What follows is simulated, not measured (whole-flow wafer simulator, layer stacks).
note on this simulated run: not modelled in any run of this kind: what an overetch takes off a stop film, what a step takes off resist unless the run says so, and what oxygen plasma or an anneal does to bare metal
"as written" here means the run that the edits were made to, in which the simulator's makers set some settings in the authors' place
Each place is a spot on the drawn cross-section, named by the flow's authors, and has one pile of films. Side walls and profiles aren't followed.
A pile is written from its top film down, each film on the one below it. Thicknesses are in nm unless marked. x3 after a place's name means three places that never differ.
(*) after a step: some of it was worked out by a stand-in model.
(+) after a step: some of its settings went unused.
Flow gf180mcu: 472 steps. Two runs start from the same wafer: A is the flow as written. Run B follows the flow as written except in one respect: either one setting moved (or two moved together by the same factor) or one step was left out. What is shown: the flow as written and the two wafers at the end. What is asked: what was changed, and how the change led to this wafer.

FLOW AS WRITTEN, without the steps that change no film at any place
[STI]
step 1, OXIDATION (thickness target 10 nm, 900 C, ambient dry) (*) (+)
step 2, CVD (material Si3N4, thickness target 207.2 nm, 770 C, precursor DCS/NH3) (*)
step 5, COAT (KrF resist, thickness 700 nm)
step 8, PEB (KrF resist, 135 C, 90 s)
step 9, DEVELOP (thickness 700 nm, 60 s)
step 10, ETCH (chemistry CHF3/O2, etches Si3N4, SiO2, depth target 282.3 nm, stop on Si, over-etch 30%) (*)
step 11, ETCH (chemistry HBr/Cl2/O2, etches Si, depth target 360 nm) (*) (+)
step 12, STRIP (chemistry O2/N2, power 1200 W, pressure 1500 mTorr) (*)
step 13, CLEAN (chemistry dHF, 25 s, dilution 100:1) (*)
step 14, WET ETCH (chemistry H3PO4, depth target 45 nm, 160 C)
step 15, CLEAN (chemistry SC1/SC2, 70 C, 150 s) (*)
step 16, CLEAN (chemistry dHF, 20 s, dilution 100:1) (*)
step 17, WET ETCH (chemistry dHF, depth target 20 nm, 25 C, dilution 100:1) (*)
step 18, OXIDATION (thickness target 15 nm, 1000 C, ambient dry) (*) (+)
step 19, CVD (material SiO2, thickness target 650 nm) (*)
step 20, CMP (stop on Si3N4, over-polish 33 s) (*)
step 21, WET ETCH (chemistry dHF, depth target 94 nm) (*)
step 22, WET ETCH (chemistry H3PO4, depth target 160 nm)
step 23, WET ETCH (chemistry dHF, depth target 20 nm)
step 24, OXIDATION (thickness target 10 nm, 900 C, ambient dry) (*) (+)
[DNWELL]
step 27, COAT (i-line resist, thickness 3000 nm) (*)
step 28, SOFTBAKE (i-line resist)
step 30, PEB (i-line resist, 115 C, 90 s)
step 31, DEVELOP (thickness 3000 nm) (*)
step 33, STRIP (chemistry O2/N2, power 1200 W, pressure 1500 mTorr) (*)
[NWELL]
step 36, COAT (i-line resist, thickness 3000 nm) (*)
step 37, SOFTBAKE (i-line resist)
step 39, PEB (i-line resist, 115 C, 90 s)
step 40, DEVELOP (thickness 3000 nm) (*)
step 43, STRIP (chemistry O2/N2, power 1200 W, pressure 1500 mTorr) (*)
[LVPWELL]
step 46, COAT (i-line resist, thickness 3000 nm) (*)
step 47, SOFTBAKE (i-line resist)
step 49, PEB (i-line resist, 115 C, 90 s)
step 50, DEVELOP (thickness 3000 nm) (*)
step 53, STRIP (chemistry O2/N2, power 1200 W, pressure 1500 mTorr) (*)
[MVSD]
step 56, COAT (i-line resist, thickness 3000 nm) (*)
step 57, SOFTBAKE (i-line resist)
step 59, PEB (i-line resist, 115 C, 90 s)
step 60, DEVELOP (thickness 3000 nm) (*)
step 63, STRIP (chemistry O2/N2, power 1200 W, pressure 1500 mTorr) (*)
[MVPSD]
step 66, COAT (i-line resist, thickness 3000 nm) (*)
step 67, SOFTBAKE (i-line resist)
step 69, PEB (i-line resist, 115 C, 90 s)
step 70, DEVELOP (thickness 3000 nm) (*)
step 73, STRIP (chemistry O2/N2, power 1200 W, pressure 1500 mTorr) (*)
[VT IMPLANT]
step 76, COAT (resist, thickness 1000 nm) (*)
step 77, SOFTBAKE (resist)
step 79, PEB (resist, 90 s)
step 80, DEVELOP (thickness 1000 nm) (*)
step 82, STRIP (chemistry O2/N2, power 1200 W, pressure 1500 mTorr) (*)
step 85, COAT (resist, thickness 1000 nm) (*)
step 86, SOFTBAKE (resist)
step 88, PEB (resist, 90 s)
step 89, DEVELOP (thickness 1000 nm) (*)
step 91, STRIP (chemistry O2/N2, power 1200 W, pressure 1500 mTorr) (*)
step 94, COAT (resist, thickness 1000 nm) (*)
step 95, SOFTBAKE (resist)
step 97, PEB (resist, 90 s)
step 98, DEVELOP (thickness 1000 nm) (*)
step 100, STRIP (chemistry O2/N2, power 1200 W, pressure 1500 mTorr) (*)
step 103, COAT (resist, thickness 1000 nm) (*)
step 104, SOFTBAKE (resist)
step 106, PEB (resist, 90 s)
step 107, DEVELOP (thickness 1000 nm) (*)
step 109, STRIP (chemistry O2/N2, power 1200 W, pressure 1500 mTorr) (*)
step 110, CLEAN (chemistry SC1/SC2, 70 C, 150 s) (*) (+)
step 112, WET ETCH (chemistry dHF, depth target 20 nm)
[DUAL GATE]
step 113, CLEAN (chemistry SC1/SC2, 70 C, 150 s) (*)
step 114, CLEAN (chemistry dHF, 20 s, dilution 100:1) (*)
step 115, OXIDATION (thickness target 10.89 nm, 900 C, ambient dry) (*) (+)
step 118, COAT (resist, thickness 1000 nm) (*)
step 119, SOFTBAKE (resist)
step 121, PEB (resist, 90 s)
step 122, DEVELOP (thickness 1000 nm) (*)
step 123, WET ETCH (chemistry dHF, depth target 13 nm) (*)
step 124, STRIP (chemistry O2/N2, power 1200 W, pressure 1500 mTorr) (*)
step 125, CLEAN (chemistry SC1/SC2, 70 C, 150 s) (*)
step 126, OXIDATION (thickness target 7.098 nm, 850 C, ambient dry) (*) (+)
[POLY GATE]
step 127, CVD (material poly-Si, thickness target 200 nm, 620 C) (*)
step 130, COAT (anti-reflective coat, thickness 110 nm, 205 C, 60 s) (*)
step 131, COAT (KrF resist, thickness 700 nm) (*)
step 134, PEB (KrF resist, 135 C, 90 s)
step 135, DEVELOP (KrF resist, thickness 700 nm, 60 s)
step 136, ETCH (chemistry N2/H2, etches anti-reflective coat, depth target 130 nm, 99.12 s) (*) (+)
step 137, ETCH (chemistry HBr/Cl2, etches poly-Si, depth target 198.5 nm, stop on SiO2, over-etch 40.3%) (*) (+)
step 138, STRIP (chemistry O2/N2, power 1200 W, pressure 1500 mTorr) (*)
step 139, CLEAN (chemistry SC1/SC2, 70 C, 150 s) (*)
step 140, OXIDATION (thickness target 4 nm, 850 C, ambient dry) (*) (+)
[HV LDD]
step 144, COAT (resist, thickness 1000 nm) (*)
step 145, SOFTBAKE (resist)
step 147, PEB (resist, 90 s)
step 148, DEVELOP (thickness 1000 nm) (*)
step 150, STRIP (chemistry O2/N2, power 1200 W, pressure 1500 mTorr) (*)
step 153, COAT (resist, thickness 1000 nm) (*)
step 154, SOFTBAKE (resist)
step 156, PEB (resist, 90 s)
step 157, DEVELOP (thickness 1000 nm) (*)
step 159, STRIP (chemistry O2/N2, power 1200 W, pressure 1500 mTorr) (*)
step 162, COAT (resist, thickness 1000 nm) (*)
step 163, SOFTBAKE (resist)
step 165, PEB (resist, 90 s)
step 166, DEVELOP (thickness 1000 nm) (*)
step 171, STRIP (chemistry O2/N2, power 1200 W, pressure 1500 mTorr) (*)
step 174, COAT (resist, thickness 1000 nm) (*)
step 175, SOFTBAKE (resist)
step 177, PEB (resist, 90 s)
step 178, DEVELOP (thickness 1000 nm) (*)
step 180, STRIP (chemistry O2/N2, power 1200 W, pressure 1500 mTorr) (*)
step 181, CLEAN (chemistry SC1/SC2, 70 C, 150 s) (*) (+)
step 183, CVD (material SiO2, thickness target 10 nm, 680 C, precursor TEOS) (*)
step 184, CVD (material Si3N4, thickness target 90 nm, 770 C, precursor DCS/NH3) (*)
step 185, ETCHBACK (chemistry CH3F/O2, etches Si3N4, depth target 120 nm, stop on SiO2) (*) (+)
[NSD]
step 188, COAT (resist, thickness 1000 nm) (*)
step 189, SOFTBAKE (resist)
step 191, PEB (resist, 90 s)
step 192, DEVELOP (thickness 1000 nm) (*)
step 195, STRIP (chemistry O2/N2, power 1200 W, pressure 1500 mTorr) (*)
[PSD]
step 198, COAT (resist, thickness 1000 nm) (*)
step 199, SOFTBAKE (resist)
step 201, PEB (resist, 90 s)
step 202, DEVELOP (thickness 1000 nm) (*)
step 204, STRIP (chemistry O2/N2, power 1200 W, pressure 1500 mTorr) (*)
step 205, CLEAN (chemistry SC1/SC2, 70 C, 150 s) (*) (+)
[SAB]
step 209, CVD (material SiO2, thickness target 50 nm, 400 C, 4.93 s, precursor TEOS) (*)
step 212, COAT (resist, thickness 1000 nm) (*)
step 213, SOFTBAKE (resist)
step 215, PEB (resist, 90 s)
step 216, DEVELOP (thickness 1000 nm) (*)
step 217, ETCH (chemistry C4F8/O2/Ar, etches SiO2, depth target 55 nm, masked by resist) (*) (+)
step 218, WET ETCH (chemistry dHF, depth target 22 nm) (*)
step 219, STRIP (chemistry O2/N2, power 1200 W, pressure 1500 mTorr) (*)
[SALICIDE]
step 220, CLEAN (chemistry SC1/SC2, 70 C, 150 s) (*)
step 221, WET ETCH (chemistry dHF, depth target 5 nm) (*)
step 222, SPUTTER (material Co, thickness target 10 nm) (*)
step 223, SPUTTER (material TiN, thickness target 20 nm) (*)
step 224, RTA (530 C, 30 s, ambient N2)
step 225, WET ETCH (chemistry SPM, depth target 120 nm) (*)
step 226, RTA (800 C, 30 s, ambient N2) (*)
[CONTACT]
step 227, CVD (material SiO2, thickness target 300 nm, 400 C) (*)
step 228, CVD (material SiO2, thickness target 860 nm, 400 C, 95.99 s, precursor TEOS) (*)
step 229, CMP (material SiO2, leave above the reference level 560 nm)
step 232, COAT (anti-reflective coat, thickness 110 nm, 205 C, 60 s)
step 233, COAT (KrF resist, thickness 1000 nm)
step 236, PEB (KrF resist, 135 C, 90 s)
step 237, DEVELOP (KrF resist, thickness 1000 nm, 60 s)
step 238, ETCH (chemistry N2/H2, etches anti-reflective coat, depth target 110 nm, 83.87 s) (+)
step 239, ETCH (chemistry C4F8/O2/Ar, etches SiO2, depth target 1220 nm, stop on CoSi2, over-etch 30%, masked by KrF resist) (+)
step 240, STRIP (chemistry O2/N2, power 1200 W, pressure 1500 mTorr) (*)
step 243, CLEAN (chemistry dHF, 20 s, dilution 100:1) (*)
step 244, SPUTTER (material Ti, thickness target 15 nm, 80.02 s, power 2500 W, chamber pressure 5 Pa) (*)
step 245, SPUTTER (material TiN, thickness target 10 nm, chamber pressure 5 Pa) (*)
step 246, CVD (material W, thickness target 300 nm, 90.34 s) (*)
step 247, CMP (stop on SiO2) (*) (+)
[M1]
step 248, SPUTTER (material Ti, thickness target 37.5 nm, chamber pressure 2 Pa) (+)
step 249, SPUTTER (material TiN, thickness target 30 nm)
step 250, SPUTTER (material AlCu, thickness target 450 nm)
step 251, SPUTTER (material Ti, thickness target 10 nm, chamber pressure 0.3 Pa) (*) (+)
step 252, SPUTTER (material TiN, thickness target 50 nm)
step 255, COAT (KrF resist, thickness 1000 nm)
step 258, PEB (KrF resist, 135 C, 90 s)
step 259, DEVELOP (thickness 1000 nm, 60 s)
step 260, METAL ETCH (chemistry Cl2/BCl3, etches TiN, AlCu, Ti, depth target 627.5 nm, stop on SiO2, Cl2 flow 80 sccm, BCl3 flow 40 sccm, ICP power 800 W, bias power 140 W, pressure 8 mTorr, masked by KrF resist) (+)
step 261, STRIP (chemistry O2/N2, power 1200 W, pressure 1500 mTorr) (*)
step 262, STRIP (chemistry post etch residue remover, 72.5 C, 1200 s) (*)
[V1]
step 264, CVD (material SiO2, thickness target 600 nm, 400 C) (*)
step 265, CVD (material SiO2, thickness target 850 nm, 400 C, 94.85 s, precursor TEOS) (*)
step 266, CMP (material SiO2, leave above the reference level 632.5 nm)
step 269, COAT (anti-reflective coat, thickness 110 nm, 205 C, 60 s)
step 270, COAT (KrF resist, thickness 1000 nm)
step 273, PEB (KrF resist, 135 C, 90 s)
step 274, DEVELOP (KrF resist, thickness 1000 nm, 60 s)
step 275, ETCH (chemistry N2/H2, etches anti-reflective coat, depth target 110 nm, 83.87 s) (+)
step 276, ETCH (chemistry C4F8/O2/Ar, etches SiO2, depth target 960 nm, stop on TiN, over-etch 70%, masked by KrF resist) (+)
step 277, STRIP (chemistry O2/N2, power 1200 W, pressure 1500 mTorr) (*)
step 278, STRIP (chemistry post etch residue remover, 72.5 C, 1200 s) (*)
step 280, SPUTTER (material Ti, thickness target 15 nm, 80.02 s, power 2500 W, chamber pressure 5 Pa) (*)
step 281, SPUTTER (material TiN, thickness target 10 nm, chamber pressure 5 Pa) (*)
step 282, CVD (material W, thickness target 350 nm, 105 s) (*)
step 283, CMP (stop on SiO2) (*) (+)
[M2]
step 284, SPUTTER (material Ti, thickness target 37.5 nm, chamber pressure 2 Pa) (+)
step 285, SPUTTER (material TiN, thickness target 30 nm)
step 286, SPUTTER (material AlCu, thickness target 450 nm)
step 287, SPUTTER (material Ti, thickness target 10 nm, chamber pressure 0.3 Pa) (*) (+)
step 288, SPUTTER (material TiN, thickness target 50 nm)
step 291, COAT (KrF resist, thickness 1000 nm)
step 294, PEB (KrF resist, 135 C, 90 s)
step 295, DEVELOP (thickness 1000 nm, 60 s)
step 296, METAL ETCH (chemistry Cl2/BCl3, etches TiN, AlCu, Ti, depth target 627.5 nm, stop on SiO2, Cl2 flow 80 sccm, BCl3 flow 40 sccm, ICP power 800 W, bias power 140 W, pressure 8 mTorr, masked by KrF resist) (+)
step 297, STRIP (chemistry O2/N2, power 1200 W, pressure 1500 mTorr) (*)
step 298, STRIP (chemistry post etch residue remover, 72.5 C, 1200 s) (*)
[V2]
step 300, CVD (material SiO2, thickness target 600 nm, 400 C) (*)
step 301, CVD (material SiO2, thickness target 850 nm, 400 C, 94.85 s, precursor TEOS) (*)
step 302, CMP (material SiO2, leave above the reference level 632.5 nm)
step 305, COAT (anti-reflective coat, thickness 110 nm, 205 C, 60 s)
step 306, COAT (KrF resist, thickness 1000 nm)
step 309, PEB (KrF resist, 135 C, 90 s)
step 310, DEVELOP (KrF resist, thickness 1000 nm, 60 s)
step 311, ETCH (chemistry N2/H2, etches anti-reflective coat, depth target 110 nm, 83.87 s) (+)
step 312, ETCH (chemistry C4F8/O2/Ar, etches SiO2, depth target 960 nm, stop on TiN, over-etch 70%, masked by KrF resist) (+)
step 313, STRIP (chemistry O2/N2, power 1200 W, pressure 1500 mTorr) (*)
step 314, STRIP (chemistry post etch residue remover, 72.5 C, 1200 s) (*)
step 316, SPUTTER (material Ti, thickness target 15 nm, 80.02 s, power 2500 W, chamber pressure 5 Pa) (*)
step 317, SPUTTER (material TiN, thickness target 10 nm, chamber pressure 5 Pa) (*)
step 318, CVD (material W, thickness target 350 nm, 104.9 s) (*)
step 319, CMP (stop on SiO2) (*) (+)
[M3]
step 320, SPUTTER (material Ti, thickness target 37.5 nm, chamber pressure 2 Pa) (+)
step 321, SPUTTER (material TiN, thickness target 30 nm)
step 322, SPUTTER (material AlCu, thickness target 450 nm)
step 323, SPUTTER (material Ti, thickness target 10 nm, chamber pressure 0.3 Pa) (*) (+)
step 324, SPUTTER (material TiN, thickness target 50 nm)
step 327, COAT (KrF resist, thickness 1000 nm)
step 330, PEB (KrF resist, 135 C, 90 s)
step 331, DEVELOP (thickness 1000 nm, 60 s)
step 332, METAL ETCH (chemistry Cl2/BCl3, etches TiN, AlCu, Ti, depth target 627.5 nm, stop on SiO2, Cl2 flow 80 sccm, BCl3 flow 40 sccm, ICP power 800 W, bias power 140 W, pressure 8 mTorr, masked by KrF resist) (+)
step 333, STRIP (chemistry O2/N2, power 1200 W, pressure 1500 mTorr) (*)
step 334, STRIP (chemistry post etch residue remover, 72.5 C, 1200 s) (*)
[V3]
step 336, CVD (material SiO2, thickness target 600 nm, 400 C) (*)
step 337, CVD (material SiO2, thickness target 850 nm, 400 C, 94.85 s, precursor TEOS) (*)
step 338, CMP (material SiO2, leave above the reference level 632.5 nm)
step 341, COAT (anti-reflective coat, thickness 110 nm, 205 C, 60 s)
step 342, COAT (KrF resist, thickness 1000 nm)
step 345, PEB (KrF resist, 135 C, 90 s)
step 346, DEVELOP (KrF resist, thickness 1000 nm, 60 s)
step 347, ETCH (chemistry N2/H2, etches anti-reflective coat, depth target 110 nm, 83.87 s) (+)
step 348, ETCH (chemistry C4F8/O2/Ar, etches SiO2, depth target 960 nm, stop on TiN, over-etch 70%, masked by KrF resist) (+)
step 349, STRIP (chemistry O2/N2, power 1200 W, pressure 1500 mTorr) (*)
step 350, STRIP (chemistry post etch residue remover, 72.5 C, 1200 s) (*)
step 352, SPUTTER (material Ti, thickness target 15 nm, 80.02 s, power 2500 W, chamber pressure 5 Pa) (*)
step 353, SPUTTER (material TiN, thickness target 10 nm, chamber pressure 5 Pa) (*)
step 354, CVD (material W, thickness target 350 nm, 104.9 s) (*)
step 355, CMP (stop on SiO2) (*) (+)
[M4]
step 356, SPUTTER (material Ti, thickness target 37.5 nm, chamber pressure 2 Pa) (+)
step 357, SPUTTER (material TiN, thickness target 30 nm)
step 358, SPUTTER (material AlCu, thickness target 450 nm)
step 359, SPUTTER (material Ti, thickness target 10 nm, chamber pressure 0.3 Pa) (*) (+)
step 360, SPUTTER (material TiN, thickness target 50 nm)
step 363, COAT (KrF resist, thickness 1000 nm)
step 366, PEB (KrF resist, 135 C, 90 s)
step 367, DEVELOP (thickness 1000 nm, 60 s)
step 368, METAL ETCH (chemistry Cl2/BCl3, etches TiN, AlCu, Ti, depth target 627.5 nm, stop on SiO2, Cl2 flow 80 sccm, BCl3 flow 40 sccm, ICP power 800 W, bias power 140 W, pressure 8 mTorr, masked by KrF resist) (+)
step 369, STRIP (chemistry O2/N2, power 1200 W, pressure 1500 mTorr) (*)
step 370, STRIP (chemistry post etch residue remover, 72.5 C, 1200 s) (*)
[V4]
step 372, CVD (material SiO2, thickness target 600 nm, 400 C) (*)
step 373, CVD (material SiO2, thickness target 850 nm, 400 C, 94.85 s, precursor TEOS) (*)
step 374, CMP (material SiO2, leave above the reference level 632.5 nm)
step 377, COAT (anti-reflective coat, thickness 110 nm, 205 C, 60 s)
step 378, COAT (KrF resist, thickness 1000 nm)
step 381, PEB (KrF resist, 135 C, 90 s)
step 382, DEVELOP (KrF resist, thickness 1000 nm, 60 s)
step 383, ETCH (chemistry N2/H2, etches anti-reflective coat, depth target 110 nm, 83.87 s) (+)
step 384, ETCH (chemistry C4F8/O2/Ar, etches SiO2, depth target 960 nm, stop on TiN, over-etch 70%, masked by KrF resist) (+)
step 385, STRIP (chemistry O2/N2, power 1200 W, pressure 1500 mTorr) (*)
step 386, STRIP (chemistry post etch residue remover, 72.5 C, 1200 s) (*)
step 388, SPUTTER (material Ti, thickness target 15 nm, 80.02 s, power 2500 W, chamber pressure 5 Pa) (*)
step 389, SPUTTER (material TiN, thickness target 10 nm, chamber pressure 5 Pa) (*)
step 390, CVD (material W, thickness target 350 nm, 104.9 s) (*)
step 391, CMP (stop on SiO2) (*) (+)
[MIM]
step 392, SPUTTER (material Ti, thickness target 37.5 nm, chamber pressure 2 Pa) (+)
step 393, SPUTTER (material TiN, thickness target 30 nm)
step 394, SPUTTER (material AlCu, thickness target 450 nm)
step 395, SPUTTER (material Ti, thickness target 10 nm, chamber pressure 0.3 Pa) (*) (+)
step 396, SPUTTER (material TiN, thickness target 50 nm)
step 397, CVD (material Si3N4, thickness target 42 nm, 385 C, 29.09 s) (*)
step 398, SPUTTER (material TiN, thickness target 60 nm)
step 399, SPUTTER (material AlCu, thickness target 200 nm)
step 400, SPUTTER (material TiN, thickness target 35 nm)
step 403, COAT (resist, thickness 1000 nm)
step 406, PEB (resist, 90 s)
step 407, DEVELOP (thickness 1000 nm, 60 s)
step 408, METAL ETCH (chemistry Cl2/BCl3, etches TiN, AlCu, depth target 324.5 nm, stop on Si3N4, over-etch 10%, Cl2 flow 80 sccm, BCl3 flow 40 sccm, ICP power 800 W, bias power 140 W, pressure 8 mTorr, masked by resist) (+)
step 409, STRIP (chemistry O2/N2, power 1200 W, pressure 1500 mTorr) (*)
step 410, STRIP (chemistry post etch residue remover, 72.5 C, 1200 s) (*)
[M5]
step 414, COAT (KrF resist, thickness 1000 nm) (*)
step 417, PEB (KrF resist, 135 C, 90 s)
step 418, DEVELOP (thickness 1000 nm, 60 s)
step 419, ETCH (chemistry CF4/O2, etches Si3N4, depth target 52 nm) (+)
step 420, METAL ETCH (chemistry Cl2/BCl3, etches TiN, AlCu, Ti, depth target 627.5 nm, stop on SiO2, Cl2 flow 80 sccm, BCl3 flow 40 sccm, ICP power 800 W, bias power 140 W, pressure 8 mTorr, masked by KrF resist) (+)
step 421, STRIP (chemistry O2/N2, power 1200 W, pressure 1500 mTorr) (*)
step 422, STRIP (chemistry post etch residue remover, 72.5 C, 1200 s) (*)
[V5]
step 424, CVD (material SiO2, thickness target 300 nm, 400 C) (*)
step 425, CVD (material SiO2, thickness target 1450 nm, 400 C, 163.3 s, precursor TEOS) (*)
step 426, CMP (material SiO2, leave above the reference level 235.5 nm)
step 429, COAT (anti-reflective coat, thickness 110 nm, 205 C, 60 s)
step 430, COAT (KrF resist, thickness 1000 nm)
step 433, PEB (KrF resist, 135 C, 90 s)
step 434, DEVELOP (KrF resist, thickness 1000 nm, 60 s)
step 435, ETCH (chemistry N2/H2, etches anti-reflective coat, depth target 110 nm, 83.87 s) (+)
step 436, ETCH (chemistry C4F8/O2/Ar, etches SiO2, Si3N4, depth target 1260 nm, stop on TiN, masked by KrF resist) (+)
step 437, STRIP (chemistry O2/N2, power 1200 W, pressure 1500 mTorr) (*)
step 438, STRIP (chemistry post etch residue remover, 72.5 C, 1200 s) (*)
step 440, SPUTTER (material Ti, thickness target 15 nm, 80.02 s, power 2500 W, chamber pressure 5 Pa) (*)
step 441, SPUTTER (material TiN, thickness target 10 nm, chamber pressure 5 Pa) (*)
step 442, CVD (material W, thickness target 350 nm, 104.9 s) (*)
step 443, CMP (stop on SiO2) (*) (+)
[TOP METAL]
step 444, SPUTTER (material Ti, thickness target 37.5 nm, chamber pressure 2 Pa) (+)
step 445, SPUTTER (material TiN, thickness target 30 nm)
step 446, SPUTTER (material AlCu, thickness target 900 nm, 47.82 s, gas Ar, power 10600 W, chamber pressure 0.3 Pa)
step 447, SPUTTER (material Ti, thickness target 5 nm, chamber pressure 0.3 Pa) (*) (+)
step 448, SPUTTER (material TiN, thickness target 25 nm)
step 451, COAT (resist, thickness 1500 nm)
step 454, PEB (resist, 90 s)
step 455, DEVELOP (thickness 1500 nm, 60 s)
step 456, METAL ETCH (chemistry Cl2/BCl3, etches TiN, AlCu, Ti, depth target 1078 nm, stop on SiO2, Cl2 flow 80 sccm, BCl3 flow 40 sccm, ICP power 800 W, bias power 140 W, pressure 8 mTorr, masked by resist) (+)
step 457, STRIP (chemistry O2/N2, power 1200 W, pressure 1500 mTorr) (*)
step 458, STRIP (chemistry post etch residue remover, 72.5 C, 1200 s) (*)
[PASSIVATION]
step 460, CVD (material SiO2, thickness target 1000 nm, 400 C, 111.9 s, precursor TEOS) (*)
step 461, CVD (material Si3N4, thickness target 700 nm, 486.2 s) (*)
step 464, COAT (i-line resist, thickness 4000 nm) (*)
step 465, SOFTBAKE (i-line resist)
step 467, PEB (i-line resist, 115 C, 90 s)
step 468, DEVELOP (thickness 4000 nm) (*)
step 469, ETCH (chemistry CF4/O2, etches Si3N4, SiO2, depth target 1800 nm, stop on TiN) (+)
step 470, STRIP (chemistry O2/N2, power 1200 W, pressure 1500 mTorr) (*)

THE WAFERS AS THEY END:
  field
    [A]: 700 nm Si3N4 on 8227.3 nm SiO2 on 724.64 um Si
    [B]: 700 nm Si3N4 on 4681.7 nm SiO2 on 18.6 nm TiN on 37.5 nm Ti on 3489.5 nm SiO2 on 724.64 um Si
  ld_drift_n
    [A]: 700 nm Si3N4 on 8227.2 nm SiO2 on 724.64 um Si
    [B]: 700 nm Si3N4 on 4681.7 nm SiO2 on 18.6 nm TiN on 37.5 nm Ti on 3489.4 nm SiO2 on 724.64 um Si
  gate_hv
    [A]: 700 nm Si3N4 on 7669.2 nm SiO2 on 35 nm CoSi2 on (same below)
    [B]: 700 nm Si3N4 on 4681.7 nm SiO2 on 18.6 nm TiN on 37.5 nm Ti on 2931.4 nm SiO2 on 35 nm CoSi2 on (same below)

Cause: step 332, METAL ETCH: depth target 521 nm was run, while the flow as written has depth target 627.5 nm.

How this came from the change, step by step:
  step 332, METAL ETCH (chemistry Cl2/BCl3, etches TiN, AlCu, Ti, depth target 627.5 nm, stop on SiO2, Cl2 flow 80 sccm, BCl3 flow 40 sccm, ICP power 800 W, bias power 140 W, pressure 8 mTorr, masked by KrF resist) (+)
      field, field__w1, field__w2 and 103 more: A -50 TiN (all of it), -10 Ti (all of it), -450 AlCu (all of it), -30 TiN (all of it), -37.5 Ti (all of it) | B -50 TiN (all of it), -10 Ti (all of it), -450 AlCu (all of it), -11 TiN
      field__w8, contact, m1, m1__w1, m1_nw: A -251 KrF resist | B -208.4 KrF resist
  step 333, STRIP (chemistry O2/N2, power 1200 W, pressure 1500 mTorr) (*)
      field__w8, contact, m1, m1__w1, m1_nw: A -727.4 KrF resist (all of it) | B -770 KrF resist (all of it)
  step 336, CVD (material SiO2, thickness target 600 nm, 400 C) (*)
      field, field__w1, field__w2 and 103 more: A +600 SiO2 | B +600 SiO2 (new film)
  step 338, CMP (material SiO2, leave above the reference level 632.5 nm)
      field, field__w1, field__w2 and 103 more: A -300 SiO2 | B -356.1 SiO2
If metal films that touch count as one body, field has 1 body; the flow as written gives 0 bodies.
If metal films that touch count as one body, ld_drift_n has 1 body; the flow as written gives 0 bodies.
If metal films that touch count as one body, gate_hv has 2 bodies (between them, from the top down: SiO2 2931.4); the flow as written gives 1 body.
